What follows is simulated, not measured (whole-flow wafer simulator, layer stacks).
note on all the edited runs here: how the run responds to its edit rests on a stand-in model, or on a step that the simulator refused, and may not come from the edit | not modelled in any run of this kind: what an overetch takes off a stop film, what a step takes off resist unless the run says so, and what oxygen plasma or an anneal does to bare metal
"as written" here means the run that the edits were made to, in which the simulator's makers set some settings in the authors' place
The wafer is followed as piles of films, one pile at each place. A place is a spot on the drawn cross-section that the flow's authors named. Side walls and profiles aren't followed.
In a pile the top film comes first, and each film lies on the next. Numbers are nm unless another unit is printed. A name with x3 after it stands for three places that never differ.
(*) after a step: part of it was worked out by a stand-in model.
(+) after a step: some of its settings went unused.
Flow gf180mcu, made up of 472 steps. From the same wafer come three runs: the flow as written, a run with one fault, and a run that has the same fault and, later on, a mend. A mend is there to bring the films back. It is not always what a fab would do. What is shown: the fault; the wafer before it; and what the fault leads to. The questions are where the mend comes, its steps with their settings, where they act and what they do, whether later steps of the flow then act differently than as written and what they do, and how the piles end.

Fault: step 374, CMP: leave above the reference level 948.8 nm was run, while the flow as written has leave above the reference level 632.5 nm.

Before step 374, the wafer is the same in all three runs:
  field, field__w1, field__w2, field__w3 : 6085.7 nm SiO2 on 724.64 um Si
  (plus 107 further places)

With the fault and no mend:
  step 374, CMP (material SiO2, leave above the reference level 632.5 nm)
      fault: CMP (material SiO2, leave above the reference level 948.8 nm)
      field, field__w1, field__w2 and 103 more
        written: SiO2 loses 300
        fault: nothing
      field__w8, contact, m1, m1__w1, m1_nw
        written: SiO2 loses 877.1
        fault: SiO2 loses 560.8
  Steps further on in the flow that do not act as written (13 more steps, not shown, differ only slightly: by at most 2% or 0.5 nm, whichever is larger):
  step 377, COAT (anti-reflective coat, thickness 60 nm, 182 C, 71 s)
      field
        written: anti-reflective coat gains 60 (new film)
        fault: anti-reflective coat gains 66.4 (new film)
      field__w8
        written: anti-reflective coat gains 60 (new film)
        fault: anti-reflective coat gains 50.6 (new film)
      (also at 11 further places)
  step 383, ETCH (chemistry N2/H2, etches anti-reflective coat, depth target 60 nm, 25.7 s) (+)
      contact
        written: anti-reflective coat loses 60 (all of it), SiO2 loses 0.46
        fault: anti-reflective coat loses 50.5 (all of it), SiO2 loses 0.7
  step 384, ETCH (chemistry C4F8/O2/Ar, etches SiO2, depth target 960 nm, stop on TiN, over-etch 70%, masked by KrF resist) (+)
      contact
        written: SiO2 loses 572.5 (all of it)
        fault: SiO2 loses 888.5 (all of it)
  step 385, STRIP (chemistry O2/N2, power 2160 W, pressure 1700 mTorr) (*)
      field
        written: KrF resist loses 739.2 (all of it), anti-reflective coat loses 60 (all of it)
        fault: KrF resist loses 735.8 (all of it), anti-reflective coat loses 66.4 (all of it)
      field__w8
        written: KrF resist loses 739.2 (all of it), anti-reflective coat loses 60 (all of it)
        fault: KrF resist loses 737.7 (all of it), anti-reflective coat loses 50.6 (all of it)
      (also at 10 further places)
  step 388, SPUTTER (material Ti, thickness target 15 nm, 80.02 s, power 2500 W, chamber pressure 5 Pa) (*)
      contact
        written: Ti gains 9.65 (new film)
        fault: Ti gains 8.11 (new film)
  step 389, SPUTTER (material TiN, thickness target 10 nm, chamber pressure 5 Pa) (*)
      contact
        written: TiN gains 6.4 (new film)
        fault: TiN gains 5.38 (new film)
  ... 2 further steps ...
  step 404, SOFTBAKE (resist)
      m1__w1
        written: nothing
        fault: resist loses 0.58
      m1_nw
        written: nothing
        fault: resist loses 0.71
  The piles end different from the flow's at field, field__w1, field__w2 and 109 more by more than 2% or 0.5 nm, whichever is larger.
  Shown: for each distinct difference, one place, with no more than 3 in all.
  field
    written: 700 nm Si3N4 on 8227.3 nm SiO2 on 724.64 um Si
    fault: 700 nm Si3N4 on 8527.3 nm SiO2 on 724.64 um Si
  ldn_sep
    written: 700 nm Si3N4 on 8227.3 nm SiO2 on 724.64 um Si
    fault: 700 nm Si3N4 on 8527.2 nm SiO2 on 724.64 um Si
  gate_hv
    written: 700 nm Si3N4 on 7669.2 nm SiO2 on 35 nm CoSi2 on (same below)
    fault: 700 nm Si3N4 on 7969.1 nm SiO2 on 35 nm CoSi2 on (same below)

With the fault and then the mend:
  After step 382 comes the mend.
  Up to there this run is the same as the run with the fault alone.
  step 382a, STRIP (chemistry O2/N2, power 2160 W, pressure 1700 mTorr) (*)
      iso_ptap_pw, iso_ntap_nw, iso_nw_fld and 33 more
        KrF resist loses 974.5 (all of it), anti-reflective coat loses 60 (all of it)
      field__w2, field__w3, field__w6 and 20 more
        KrF resist loses 974.7 (all of it), anti-reflective coat loses 60 (all of it)
      field_sub, field_sub__w1, field_sub__w2 and 12 more
        KrF resist loses 974.6 (all of it), anti-reflective coat loses 60 (all of it)
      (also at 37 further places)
  step 382b, CMP (material SiO2, leave above the reference level 632.5 nm) (the flow's step 374 again)
      field, field__w1, field__w2 and 103 more
        SiO2 loses 300
      field__w8, contact, m1, m1__w1, m1_nw
        SiO2 loses 316.3
  step 382c, HMDS (120 C, 60 s) (the flow's step 376 again)
      does not change any film at any place that is followed
  step 382d, COAT (anti-reflective coat, thickness 60 nm, 182 C, 71 s) (the flow's step 377 again)
      field, field__w1, field__w2 and 108 more
        anti-reflective coat gains 60 (new film)
  step 382e, COAT (KrF resist, thickness 1000 nm) (the flow's step 378 again)
      field, field__w1, field__w2 and 108 more
        KrF resist gains 1000 (new film)
  step 382f, SOFTBAKE (KrF resist) (the flow's step 379 again)
      does not change any film at any place that is followed
  step 382g, EXPOSE (photomask Via4) (the flow's step 380 again)
      does not change any film at any place that is followed
  step 382h, PEB (KrF resist, 135 C, 90 s) (the flow's step 381 again)
      field, field__w1, field__w2 and 108 more
        KrF resist loses 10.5
  step 382i, DEVELOP (KrF resist, thickness 1000 nm, 60 s) (the flow's step 382 again)
      field, field__w1, field__w2 and 107 more
        KrF resist loses 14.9
      contact
        KrF resist loses 989.5 (all of it)
  None of the later steps of the flow acts differently than as written at any place that is followed.
  At every place that both follow, the piles at the end match the flow's.
